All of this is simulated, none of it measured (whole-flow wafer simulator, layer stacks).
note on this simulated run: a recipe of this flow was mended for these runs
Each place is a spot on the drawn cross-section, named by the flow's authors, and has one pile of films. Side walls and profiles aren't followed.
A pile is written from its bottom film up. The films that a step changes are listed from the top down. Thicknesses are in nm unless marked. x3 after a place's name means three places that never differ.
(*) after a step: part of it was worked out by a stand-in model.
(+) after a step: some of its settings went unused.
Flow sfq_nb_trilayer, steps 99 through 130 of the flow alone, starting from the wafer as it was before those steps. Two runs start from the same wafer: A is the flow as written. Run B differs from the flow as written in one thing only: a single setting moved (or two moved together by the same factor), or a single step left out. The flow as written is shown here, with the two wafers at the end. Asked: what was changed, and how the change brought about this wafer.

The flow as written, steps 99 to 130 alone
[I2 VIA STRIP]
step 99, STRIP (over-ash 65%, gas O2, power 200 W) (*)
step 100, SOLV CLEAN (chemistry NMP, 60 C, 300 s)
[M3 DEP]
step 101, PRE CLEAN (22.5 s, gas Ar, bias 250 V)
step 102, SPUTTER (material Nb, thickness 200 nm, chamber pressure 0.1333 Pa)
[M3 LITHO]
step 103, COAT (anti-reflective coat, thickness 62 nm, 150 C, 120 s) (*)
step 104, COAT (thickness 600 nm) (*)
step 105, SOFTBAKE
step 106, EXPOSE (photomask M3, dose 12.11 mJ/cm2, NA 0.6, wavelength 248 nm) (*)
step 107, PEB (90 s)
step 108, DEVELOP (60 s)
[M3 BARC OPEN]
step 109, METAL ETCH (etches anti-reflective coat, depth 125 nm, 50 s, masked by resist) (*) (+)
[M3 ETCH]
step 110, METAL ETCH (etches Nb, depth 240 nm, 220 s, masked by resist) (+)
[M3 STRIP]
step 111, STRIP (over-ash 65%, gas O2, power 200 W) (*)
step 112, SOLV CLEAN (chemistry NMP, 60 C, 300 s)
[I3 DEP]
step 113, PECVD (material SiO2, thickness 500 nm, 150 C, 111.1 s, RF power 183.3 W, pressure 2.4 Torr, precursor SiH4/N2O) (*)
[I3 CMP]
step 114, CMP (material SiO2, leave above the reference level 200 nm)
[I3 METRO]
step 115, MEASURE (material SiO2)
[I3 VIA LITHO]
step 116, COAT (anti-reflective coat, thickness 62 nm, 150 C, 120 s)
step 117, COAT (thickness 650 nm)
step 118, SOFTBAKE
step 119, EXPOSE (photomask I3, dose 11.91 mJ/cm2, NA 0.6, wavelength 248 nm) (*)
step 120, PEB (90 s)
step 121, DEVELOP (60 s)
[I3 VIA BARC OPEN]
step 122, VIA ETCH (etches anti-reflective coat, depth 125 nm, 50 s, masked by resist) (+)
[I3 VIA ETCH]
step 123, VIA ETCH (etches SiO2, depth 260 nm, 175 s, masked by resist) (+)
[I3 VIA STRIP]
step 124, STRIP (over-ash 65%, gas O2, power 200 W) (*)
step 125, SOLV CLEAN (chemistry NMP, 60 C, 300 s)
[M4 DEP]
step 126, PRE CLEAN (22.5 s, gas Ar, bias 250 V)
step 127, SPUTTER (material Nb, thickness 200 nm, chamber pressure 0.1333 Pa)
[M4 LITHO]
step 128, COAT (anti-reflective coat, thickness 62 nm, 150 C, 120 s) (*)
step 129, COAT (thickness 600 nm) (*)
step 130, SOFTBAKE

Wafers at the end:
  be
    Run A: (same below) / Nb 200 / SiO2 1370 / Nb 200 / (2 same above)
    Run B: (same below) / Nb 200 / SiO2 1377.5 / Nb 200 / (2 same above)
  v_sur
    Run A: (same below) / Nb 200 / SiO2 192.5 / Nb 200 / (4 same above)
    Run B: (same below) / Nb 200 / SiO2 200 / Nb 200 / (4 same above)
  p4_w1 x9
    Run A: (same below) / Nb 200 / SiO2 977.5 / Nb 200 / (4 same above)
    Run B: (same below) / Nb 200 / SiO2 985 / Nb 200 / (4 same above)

What caused this: step 101, PRE CLEAN: 22.5 s, gas Ar, bias 250 V, was skipped.

How this came from the change, step by step:
  (no step that both runs have acts differently by more than 2% or 0.5 nm, whichever is larger)
